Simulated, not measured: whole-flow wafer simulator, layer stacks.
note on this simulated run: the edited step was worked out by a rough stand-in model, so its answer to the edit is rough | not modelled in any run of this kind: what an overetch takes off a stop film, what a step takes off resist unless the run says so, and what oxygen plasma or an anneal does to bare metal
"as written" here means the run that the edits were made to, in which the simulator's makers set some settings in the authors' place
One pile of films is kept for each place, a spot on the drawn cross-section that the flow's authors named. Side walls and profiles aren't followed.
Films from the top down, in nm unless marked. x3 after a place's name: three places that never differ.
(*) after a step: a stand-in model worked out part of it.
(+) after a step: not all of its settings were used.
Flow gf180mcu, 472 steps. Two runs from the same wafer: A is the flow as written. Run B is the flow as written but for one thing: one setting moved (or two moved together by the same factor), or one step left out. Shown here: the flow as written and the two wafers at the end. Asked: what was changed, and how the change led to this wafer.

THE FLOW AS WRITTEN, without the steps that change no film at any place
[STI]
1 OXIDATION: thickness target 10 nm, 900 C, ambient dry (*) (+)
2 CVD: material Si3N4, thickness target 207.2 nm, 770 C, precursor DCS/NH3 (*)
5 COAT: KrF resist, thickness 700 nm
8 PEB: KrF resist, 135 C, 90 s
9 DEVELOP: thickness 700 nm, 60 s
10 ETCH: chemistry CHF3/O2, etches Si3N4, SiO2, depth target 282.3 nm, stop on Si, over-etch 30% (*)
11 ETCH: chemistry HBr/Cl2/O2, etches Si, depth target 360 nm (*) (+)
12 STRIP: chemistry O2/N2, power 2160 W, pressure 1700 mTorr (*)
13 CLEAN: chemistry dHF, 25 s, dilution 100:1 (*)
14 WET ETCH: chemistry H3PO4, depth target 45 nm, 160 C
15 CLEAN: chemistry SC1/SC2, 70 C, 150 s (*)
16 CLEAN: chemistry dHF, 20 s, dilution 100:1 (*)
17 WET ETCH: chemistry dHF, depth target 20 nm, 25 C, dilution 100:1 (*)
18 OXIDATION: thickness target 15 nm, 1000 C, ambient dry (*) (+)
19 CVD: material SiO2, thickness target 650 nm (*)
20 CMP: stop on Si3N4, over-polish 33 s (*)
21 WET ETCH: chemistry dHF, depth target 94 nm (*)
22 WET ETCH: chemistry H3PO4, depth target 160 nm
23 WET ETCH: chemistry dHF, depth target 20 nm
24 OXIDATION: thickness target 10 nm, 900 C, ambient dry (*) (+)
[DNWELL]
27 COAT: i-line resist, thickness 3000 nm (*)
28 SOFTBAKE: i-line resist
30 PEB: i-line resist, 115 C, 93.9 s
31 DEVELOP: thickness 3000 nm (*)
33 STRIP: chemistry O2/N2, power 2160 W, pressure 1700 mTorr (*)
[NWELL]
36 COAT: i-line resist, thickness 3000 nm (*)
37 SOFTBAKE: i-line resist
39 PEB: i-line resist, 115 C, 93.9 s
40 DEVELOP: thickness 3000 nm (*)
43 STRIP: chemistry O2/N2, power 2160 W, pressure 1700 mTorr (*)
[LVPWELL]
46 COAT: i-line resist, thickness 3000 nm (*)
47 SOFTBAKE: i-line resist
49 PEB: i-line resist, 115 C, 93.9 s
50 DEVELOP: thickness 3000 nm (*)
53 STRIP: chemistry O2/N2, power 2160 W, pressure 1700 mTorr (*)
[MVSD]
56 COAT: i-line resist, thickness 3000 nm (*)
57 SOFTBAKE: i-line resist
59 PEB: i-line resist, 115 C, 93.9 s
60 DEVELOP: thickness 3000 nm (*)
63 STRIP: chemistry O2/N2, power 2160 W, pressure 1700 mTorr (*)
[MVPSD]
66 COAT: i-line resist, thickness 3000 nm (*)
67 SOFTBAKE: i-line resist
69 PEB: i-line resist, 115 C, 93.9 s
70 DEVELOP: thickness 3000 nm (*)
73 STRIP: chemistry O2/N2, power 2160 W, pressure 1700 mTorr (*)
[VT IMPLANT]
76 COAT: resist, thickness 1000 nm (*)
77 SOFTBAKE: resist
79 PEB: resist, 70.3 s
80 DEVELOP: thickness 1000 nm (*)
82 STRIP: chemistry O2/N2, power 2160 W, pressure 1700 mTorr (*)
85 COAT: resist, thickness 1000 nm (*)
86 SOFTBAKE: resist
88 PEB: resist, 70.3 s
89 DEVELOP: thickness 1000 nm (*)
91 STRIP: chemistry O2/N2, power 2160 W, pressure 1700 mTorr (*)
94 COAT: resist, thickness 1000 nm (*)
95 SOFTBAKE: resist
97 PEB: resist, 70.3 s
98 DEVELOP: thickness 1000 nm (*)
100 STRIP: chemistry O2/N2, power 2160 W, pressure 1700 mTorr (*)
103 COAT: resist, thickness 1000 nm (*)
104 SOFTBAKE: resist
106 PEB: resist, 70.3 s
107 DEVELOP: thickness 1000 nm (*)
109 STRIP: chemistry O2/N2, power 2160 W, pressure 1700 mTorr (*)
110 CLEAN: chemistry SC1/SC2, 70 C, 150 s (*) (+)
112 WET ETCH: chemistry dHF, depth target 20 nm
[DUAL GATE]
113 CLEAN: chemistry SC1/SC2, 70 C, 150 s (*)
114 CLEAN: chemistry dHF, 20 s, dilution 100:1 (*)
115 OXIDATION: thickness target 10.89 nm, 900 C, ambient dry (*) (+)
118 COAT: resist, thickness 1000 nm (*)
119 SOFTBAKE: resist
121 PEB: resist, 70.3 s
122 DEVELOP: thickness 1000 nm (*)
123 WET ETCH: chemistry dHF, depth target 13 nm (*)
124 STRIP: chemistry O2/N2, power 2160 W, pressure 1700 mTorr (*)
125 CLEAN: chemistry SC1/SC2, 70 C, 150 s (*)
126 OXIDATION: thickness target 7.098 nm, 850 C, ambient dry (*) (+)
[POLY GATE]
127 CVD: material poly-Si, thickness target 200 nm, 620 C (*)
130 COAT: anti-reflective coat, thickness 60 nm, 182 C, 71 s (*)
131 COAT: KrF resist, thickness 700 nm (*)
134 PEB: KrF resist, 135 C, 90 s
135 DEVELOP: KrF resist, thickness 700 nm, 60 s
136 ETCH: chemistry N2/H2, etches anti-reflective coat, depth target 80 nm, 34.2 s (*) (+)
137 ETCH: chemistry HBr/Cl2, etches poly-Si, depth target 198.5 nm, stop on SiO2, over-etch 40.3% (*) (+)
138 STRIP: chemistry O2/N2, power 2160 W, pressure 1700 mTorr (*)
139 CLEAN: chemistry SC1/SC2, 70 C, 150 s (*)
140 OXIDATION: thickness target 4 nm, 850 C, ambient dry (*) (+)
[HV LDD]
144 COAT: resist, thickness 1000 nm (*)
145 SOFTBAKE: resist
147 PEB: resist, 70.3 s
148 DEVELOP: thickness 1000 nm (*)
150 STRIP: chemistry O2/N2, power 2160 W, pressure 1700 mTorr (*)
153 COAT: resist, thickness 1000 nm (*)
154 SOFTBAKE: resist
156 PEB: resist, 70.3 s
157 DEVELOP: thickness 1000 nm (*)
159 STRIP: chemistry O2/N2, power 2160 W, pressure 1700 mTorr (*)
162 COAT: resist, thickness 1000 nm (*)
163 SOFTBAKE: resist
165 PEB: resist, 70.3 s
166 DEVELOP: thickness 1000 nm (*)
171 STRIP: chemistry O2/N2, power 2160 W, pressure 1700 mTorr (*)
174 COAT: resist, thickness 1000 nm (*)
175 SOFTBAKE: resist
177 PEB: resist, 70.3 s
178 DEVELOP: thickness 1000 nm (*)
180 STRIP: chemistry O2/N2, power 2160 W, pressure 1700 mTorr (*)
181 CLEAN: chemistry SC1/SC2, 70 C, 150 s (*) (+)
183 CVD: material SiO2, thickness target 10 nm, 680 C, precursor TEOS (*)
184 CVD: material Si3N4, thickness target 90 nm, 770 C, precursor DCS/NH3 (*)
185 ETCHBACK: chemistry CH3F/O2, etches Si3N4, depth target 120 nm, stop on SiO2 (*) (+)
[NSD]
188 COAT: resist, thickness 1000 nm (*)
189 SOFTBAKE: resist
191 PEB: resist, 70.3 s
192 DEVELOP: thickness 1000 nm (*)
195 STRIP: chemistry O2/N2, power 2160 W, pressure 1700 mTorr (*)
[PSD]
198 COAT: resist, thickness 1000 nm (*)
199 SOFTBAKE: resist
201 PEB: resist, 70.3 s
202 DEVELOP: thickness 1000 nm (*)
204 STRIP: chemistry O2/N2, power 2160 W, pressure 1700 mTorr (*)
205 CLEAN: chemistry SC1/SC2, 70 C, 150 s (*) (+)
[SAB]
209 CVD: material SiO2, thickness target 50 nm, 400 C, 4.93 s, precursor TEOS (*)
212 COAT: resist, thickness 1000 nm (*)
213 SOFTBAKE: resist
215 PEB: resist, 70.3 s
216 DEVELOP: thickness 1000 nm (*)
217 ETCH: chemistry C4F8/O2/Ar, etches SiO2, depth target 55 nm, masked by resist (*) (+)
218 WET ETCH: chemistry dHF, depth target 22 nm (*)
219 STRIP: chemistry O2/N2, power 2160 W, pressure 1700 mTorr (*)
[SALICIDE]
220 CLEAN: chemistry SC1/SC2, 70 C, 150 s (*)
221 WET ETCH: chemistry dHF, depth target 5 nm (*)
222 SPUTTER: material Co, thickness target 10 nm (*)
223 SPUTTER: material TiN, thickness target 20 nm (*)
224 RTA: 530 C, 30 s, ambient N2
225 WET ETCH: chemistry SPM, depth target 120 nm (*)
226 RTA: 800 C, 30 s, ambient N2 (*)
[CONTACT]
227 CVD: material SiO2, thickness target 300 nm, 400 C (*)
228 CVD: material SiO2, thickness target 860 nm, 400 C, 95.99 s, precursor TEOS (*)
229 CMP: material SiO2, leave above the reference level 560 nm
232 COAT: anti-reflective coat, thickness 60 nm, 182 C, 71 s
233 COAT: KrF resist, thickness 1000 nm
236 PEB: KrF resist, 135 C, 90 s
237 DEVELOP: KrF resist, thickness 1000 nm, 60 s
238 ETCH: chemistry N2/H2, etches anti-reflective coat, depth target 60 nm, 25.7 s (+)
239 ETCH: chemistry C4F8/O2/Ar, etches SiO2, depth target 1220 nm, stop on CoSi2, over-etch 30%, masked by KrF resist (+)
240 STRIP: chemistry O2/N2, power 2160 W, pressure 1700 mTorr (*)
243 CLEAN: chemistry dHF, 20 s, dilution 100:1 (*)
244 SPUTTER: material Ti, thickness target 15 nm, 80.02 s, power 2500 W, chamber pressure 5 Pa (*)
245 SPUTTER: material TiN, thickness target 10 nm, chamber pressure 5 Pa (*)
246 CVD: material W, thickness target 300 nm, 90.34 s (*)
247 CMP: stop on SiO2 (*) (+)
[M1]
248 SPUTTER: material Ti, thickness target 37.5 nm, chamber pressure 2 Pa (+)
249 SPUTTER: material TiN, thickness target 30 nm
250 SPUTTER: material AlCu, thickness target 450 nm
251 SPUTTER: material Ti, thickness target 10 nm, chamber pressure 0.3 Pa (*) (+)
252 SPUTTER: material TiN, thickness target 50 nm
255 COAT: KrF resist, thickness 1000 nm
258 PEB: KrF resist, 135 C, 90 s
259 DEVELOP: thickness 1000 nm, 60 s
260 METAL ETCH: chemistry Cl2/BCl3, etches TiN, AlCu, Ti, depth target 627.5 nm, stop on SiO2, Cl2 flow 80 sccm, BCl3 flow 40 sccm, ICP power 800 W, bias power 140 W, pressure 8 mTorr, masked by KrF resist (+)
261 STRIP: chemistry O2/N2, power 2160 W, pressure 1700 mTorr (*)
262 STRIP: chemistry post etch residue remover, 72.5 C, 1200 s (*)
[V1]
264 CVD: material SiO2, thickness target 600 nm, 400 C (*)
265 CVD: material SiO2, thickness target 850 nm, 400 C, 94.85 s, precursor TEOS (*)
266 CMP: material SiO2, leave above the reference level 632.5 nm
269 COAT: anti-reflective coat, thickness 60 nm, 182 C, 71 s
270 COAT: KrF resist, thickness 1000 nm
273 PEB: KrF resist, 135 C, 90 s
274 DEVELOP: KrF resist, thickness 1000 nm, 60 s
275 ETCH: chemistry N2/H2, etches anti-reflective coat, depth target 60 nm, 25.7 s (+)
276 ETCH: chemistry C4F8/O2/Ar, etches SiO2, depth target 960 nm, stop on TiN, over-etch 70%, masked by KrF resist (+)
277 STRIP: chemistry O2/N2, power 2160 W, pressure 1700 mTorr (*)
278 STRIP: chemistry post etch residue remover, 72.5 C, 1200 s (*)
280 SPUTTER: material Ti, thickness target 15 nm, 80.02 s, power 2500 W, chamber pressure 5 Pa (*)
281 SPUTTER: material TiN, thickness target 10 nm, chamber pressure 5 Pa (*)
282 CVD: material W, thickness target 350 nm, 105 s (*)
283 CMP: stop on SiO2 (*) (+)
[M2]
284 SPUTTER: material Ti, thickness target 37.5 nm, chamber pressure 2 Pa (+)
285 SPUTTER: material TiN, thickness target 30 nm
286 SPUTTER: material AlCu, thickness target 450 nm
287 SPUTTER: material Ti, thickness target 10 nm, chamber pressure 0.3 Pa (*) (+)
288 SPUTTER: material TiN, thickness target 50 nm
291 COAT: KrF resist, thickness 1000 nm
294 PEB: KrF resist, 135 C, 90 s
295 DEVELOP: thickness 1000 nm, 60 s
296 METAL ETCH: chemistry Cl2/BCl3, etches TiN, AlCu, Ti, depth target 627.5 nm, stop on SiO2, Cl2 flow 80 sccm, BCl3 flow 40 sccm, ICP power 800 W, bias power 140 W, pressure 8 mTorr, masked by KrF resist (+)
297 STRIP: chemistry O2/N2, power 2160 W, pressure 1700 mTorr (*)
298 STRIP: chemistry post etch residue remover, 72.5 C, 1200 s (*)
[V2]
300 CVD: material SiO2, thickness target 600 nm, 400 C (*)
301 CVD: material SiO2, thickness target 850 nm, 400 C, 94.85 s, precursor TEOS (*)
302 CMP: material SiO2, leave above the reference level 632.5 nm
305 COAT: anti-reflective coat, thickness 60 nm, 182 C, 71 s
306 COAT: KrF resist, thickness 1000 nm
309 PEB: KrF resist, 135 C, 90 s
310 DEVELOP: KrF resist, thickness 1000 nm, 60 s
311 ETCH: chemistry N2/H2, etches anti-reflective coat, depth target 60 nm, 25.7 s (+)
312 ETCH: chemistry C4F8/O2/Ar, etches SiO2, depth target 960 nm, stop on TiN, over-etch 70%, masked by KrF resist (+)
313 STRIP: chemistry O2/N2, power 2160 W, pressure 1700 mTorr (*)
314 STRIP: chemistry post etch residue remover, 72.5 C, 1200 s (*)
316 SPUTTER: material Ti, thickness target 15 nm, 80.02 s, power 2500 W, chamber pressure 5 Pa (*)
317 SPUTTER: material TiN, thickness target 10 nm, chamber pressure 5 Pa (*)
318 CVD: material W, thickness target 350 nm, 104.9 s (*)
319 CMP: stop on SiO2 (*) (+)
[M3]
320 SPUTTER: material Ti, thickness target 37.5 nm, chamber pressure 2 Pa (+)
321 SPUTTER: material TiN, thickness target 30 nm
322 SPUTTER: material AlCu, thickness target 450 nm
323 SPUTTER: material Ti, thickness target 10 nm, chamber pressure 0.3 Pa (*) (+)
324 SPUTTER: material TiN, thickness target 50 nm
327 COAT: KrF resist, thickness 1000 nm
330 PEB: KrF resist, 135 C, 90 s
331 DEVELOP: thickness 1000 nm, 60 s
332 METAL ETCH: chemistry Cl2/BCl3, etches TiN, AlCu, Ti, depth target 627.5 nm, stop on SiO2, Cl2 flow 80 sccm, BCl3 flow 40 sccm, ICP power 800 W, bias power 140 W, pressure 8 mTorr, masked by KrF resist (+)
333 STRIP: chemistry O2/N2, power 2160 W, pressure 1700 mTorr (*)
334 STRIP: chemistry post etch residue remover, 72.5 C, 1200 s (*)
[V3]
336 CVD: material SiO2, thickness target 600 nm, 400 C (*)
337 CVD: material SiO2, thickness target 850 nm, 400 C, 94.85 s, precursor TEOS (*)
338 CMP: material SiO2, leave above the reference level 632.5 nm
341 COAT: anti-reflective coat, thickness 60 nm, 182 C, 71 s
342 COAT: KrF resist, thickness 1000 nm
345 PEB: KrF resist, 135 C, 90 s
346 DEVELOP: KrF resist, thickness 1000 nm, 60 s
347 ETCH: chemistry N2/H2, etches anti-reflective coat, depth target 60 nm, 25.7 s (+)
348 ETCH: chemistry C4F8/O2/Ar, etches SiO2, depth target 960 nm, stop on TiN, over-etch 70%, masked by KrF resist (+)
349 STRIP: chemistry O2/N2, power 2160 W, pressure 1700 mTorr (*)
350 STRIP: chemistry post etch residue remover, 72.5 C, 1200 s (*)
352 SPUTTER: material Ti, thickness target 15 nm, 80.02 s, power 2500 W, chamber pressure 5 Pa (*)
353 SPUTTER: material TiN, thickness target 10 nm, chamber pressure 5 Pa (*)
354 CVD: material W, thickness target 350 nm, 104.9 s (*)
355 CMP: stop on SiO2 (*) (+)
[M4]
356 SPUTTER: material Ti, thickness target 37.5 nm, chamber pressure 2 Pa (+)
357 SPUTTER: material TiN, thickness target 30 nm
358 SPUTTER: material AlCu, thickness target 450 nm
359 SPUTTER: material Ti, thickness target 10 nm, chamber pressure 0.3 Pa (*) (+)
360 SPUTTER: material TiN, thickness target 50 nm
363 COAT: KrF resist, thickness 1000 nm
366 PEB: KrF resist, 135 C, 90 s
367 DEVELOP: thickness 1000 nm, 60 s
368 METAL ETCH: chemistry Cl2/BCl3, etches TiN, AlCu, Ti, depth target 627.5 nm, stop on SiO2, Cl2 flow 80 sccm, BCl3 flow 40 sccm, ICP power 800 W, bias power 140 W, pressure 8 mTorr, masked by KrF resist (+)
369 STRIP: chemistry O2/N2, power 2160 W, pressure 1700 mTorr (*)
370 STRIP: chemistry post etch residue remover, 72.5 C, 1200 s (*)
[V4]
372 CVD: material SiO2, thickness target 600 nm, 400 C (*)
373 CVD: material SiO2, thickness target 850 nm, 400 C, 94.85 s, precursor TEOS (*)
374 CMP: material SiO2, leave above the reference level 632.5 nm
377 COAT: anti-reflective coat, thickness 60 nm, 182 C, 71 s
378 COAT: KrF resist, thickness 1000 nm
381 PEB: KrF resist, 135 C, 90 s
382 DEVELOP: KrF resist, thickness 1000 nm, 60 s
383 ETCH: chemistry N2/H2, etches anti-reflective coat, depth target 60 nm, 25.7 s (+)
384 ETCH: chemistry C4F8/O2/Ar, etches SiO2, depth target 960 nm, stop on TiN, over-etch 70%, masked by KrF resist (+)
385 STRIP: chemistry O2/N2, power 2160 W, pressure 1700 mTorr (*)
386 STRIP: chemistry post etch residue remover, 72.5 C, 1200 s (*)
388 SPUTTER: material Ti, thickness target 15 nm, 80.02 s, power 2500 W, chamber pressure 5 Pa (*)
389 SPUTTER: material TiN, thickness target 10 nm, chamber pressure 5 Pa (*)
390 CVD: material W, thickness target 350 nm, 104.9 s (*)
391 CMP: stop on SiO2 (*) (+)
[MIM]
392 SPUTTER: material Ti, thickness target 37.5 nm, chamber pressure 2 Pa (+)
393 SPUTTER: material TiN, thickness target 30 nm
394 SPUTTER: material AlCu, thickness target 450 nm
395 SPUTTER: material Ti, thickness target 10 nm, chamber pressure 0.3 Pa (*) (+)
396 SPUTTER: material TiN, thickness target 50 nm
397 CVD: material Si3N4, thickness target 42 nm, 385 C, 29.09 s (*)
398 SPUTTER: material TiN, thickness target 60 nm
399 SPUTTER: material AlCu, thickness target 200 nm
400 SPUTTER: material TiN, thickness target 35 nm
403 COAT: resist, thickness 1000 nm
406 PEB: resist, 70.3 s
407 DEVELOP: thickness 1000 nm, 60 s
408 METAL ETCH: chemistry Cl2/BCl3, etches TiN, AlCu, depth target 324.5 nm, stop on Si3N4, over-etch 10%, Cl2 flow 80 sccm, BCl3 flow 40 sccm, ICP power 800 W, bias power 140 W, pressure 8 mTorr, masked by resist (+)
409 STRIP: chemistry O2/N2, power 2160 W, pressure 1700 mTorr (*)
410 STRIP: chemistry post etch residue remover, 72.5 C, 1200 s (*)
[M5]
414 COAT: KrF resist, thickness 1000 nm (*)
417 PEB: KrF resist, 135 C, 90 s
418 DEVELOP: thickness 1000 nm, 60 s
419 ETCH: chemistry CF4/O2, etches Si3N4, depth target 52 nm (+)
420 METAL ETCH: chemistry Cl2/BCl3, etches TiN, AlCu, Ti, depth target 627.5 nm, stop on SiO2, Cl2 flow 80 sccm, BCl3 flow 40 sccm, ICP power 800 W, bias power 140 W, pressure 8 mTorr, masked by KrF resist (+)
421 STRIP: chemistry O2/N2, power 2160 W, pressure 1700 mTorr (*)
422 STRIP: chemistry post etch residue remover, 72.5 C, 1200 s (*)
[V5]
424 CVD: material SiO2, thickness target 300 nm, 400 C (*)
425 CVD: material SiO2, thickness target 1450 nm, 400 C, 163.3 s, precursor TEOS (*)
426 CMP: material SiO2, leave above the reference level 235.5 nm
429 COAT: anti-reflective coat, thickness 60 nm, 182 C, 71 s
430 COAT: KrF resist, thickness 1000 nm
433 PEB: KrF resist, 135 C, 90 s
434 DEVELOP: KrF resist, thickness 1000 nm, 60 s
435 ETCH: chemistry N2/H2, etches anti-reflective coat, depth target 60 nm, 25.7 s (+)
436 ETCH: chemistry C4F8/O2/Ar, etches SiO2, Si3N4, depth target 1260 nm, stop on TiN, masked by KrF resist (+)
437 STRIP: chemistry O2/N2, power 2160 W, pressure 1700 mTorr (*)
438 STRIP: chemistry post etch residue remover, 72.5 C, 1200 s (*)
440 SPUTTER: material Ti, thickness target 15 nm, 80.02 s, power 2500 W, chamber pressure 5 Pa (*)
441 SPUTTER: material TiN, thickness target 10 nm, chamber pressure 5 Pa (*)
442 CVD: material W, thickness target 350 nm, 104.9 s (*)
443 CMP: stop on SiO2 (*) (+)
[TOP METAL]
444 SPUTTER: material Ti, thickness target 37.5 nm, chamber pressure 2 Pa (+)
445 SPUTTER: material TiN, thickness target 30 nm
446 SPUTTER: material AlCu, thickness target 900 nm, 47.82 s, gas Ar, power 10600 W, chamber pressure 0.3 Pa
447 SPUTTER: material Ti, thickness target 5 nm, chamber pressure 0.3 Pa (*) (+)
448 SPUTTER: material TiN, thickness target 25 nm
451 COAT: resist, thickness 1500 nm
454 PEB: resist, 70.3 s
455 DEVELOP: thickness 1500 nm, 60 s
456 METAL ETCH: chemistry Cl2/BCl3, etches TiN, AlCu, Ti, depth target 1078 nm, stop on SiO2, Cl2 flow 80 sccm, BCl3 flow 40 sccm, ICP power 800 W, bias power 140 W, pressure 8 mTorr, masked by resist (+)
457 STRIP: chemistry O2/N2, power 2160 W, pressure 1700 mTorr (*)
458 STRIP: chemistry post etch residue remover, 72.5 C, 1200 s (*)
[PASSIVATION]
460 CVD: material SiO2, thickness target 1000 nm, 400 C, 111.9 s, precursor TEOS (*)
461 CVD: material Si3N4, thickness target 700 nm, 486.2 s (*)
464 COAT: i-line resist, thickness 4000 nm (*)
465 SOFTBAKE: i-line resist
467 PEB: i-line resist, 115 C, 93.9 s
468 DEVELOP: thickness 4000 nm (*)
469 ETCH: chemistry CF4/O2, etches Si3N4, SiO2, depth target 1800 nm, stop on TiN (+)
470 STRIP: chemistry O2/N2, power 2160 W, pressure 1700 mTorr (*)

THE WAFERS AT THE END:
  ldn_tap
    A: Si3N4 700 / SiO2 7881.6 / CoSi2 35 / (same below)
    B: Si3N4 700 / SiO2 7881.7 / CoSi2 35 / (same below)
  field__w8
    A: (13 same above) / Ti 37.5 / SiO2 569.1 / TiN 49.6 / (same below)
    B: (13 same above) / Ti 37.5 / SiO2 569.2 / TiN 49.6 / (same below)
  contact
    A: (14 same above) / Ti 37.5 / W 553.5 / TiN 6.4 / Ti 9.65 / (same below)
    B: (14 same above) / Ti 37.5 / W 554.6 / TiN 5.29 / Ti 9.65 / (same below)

The cause: step 389, SPUTTER: thickness target 8.25 nm was run, where the flow has thickness target 10 nm.

How the change led to this, step by step:
  389 SPUTTER: material TiN, thickness target 10 nm, chamber pressure 5 Pa (*)
      field, field__w1, field__w2 and 107 more: A TiN +10 (new film) | B TiN +8.25 (new film)
      contact: A TiN +6.4 (new film) | B TiN +5.29 (new film)
  391 CMP: stop on SiO2 (*) (+)
      field, field__w1, field__w2 and 107 more: A W -350 (all of it), TiN -10 (all of it), Ti -15 (all of it), SiO2 -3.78 | B W -350 (all of it), TiN -8.25 (all of it), Ti -15 (all of it), SiO2 -3.77
